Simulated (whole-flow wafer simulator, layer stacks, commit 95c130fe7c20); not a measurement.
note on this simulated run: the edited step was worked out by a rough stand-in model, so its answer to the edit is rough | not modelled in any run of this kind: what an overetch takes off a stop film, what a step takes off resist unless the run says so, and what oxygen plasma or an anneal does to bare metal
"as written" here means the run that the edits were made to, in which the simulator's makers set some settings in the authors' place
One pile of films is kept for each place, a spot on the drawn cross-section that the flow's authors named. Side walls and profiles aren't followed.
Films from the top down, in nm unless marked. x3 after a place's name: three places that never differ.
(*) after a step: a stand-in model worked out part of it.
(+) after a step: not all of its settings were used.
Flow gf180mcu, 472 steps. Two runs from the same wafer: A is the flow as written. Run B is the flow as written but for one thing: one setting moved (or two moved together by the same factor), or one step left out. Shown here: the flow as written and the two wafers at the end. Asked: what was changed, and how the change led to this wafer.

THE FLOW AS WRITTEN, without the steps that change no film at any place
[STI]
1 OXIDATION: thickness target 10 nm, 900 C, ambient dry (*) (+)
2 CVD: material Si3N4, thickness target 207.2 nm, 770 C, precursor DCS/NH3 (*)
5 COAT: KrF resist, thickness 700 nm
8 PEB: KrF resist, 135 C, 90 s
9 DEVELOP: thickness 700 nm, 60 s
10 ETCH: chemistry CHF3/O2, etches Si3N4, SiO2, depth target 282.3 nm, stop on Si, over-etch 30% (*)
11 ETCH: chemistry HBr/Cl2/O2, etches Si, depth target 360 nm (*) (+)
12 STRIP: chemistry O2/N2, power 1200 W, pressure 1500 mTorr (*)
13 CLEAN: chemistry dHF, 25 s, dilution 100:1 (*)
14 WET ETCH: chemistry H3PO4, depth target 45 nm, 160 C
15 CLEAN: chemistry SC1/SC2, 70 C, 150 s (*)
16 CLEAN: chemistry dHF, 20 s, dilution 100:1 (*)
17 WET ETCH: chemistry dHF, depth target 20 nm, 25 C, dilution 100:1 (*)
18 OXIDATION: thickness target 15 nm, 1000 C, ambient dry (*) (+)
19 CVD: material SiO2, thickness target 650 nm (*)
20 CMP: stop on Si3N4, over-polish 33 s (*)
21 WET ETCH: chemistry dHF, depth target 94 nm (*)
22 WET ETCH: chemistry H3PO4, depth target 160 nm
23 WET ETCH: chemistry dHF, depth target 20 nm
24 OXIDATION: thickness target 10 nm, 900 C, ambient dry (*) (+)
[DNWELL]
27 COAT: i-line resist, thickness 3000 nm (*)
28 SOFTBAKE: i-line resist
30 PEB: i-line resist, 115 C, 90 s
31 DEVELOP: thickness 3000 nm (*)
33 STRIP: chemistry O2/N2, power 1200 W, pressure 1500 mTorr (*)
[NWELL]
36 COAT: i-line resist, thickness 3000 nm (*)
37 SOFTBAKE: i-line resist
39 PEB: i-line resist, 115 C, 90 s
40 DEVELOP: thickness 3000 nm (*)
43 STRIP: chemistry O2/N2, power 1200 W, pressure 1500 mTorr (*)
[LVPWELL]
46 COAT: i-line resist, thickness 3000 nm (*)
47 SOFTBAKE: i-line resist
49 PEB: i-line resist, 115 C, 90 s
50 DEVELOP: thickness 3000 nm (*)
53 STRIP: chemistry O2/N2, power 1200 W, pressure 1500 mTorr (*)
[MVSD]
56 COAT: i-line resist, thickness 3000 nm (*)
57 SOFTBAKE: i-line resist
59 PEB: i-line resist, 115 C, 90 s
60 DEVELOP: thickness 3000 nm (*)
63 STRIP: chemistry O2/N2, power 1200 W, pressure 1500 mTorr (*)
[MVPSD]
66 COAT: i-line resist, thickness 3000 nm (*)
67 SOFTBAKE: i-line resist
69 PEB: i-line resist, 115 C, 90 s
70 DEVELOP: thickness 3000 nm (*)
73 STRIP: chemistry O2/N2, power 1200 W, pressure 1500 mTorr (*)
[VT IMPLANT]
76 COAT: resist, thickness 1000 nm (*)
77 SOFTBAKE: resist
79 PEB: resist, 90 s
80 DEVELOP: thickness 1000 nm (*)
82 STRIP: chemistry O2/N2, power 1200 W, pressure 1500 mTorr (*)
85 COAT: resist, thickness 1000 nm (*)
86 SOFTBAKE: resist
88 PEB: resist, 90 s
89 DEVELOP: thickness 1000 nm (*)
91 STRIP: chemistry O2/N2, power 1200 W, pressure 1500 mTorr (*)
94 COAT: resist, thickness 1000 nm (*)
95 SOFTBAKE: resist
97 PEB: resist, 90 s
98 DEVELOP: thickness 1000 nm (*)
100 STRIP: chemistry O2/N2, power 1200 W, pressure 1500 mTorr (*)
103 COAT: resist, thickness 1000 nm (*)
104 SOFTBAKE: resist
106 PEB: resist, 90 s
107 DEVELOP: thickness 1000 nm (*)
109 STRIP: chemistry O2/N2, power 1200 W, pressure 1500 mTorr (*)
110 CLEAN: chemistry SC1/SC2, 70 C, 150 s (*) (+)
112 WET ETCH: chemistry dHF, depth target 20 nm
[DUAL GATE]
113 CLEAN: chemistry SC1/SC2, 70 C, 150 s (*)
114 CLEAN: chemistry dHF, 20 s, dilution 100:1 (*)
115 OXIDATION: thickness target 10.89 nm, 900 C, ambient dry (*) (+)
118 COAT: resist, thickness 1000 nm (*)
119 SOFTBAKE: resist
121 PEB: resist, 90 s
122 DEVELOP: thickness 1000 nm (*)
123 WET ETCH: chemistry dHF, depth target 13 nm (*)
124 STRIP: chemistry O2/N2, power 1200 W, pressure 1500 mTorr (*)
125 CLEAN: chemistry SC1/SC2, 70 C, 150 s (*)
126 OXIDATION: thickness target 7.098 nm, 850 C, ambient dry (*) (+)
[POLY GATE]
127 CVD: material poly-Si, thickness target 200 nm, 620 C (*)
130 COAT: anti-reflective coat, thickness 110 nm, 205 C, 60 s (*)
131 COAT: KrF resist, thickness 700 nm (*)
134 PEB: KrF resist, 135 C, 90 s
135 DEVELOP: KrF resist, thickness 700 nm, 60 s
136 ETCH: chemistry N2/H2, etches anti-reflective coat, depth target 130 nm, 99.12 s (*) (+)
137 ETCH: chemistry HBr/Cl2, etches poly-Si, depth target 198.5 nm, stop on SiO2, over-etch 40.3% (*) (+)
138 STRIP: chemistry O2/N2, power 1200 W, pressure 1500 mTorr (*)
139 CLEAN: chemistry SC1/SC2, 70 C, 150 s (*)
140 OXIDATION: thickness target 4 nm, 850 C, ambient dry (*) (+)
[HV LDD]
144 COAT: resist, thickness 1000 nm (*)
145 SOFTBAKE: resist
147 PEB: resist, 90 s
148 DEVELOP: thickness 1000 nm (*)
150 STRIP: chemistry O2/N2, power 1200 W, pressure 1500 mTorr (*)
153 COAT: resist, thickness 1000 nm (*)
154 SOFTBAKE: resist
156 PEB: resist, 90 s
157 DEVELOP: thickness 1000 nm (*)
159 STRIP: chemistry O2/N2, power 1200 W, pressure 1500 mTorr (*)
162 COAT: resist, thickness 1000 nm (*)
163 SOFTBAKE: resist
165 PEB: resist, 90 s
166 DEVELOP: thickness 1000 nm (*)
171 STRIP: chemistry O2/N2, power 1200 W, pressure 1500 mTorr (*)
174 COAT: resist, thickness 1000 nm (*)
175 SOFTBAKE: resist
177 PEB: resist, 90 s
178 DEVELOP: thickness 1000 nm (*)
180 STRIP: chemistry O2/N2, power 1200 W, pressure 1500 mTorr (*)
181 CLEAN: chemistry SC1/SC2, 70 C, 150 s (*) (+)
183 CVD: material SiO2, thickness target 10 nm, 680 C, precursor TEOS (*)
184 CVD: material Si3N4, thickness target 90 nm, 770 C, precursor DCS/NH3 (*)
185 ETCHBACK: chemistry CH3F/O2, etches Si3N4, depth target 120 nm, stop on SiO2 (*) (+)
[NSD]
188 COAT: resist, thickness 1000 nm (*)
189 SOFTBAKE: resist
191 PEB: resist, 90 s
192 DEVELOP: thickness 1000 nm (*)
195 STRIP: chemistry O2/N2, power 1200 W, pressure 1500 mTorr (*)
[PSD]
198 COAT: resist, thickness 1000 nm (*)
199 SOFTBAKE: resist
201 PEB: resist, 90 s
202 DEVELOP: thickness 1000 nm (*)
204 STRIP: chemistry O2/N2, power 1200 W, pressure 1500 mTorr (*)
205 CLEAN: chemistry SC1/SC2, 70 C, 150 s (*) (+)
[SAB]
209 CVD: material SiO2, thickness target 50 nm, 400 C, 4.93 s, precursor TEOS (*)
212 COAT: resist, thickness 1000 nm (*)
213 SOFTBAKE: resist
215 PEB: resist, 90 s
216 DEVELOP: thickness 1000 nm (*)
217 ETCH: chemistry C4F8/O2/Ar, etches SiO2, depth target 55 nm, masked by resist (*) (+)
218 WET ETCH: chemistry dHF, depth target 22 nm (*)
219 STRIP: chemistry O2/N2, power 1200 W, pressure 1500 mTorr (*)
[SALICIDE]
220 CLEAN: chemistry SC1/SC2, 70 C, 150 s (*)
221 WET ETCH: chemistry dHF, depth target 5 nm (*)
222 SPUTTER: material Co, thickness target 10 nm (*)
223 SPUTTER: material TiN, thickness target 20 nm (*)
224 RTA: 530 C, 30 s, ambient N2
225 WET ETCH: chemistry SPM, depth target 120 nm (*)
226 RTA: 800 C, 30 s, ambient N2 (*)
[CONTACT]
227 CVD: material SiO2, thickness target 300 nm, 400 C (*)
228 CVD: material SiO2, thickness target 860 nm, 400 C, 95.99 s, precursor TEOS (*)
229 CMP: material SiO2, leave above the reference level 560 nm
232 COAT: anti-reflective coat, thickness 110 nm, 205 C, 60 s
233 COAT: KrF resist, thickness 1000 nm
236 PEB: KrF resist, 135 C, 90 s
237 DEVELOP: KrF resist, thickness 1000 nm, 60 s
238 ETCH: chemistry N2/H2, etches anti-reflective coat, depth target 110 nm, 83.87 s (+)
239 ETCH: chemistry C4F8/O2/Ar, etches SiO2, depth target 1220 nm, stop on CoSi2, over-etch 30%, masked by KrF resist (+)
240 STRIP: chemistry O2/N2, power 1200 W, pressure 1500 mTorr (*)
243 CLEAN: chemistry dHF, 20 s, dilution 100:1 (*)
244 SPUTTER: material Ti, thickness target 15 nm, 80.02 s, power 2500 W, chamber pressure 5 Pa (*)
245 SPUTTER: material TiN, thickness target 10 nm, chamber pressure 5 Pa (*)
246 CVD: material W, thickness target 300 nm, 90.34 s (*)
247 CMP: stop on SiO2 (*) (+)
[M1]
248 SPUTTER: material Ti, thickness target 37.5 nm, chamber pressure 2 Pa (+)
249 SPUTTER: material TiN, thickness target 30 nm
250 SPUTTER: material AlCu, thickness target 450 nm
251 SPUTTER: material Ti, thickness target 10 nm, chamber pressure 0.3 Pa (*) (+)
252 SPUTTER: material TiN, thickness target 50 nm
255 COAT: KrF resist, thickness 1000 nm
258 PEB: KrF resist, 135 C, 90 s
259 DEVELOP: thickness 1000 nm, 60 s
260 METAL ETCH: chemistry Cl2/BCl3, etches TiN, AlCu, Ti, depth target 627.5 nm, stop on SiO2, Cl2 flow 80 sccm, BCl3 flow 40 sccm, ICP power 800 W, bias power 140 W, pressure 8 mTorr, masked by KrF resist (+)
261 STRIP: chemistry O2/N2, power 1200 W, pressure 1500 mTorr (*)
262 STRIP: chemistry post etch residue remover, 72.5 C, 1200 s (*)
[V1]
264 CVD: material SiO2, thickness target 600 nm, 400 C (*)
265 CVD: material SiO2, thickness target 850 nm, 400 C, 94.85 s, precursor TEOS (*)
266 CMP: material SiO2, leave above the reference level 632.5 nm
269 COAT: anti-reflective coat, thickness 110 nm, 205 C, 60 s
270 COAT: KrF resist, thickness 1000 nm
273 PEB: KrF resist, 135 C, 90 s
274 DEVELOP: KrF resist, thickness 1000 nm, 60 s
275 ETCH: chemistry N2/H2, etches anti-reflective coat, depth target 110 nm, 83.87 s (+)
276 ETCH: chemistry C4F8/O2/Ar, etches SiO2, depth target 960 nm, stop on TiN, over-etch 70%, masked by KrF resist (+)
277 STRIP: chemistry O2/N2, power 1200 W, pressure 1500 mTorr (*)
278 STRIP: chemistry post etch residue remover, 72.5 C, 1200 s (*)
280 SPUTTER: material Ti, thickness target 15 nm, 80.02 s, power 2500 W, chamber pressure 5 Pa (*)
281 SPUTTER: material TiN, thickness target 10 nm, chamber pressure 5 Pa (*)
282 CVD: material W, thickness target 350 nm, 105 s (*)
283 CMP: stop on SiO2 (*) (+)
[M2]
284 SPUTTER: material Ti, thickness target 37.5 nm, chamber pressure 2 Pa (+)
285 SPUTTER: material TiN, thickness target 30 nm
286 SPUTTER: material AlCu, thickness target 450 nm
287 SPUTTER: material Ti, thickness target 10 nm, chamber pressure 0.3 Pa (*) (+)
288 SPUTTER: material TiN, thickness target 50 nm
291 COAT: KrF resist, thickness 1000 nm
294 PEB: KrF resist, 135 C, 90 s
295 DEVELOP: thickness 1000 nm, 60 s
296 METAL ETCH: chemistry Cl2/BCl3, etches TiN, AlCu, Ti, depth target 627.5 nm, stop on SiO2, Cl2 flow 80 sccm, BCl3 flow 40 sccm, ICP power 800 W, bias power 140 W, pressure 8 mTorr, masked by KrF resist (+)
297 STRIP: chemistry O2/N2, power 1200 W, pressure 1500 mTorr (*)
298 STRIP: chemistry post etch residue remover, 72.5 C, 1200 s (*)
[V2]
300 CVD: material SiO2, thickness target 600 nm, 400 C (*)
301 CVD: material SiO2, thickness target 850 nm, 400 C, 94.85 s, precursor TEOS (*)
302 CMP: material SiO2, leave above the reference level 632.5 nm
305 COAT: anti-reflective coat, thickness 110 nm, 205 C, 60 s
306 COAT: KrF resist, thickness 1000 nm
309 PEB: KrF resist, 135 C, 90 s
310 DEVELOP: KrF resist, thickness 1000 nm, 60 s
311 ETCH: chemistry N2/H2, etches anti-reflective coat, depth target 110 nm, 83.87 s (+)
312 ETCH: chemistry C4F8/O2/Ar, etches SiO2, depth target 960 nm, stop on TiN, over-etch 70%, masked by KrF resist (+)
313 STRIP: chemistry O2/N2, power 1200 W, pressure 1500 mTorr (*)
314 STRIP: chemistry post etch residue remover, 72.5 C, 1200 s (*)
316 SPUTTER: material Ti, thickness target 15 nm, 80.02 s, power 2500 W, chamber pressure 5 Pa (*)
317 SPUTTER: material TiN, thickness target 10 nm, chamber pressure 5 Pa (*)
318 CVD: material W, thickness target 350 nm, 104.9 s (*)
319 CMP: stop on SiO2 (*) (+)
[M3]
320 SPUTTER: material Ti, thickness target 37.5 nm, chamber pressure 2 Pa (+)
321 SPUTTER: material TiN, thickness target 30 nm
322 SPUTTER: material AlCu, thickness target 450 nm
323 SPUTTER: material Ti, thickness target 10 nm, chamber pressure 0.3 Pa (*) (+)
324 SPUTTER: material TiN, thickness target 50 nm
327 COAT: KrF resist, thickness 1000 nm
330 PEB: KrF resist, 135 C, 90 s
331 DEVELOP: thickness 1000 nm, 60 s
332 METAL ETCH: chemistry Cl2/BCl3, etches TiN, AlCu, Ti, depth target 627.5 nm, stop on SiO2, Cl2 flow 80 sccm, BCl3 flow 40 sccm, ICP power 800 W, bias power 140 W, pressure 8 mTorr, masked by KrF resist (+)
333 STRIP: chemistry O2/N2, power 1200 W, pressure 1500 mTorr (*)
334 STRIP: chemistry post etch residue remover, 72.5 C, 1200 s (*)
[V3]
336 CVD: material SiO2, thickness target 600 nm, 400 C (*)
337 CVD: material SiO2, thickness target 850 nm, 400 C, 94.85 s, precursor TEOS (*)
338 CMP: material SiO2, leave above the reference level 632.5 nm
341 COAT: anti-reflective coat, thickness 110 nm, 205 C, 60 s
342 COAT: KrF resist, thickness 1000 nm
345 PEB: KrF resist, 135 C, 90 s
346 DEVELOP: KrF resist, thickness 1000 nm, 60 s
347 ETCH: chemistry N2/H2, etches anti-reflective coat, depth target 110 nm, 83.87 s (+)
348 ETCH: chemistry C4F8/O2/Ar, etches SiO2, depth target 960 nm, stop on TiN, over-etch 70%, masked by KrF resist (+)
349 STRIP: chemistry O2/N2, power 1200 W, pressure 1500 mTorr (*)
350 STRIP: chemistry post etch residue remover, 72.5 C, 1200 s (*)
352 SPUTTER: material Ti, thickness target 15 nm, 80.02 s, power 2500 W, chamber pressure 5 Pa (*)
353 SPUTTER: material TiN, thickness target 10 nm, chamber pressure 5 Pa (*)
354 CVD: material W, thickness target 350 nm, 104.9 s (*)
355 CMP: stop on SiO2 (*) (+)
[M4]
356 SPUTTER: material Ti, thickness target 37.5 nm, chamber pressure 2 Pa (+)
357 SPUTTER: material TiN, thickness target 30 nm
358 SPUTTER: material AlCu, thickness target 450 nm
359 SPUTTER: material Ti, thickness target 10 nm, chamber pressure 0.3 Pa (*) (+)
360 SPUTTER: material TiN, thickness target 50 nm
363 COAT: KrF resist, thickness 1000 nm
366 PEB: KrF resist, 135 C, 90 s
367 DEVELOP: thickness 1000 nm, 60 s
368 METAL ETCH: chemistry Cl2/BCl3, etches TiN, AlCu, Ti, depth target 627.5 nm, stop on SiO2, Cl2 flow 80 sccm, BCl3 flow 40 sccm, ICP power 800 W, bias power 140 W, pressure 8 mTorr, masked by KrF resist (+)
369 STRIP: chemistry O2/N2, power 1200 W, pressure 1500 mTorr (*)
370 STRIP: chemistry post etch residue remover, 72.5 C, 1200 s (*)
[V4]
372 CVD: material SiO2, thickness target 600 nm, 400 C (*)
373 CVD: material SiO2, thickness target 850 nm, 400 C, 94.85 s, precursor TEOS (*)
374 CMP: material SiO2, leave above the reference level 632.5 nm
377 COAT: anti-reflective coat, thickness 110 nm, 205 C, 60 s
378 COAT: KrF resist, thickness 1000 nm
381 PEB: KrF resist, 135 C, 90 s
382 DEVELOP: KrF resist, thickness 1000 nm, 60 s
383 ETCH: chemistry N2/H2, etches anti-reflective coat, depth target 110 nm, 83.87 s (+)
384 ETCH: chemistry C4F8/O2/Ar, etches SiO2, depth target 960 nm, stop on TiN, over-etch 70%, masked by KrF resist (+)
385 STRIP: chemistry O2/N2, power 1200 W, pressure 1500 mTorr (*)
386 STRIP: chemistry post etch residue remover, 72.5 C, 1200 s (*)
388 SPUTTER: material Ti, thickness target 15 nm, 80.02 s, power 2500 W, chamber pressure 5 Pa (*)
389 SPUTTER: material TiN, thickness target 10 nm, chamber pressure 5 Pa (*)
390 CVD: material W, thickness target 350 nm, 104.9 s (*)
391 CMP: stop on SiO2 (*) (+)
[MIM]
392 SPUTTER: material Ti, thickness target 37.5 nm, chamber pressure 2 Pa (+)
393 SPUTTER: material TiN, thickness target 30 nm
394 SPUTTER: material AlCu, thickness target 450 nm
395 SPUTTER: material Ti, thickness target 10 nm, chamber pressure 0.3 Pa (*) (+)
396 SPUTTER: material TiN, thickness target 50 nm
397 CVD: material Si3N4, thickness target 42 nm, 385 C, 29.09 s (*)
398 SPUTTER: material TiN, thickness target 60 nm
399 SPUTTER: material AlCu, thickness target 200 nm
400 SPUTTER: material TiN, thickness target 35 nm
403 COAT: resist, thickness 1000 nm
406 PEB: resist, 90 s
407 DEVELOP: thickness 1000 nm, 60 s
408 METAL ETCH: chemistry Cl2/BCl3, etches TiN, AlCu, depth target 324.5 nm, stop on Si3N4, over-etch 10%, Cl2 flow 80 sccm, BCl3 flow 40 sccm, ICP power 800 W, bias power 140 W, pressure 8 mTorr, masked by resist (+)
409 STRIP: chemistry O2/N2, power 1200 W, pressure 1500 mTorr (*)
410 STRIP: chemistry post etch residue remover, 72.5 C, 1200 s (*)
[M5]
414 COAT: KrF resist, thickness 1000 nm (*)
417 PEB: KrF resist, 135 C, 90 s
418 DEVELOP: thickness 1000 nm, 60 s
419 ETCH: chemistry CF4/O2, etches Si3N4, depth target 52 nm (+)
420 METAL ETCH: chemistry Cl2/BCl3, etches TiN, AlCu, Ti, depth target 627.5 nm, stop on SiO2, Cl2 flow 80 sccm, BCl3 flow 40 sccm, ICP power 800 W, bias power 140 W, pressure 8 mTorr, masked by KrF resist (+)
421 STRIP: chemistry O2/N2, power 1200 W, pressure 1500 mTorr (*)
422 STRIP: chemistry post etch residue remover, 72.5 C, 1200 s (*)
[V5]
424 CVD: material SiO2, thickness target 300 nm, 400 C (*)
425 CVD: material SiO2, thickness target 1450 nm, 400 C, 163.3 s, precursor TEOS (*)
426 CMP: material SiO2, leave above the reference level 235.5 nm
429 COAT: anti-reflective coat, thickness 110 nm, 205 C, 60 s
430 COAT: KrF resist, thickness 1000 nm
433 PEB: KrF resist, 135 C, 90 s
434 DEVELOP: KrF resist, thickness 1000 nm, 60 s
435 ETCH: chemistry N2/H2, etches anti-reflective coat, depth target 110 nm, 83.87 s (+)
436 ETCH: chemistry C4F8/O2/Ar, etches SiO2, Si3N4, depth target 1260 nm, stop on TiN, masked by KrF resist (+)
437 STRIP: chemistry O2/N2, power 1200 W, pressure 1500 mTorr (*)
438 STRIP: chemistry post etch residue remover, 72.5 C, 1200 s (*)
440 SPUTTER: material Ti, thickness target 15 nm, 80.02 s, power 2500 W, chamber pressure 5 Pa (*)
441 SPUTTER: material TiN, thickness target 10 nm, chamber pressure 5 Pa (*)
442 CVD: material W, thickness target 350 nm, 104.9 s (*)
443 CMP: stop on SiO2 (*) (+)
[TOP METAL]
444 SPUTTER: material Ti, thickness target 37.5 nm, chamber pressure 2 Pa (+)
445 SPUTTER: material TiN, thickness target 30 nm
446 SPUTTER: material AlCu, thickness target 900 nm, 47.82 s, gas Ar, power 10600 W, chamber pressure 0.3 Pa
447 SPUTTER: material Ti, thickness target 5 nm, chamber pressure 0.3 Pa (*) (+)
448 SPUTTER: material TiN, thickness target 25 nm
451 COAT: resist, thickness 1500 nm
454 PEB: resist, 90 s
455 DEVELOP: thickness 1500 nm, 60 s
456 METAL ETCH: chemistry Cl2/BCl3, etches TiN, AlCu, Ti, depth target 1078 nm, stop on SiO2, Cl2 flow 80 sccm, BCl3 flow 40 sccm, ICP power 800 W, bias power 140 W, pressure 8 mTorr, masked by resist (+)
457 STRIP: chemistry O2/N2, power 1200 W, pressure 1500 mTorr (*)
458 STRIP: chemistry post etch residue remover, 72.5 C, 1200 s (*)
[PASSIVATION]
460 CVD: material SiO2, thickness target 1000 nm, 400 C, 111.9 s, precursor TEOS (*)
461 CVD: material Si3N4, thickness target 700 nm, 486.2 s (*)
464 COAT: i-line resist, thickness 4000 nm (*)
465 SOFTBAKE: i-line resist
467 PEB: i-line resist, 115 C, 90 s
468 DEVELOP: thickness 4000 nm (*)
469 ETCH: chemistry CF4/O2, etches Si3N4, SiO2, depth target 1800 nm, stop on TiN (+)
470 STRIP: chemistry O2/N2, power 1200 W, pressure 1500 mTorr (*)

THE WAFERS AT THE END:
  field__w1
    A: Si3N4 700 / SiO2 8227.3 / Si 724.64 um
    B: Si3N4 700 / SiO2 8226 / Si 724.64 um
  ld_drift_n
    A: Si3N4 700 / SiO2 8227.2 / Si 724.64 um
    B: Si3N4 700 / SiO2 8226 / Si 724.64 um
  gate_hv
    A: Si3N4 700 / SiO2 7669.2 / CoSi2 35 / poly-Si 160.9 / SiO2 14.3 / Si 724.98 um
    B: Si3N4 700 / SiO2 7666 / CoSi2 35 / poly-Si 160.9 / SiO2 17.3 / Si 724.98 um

The cause: step 126, OXIDATION: thickness target 10.6 nm was run, where the flow has thickness target 7.098 nm.

How the change led to this, step by step:
  126 OXIDATION: thickness target 7.098 nm, 850 C, ambient dry (*) (+)
      gate_hv, active_hv, active_nat and 25 more: A SiO2 +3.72, Si -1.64 | B SiO2 +6.73, Si -2.96
      active, n_well, p_well and 12 more: A SiO2 +7.1 (new film), chemical SiO2 -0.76 (all of it), Si -2.79 | B SiO2 +10.6 (new film), chemical SiO2 -0.76 (all of it), Si -4.33
      (and at 37 more places)
  189 SOFTBAKE: resist
      nw_enc_fld_lv__w3: A resist +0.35 | B resist -0.5
      active_nat: A resist +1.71 | B resist +2.72
  199 SOFTBAKE: resist
      nw_enc_fld_lv__w3: A resist +0.35 | B resist -0.5
      active_nat: A resist +1.71 | B resist +2.72
  218 WET ETCH: chemistry dHF, depth target 22 nm (*)
      active, p_well, sd_n, iso_ptap_pw, iso_ntap_nw, iso_ptap_sub, vpnp_e: A SiO2 -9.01 (all of it) | B SiO2 -12.3 (all of it)
      ldn_tap, ldn_src, ldn_drn, ldp_tap, ldp_src, ldp_drn, ldp_gr: A SiO2 -16 (all of it) | B SiO2 -18.8 (all of it)
      (and at 9 more places)
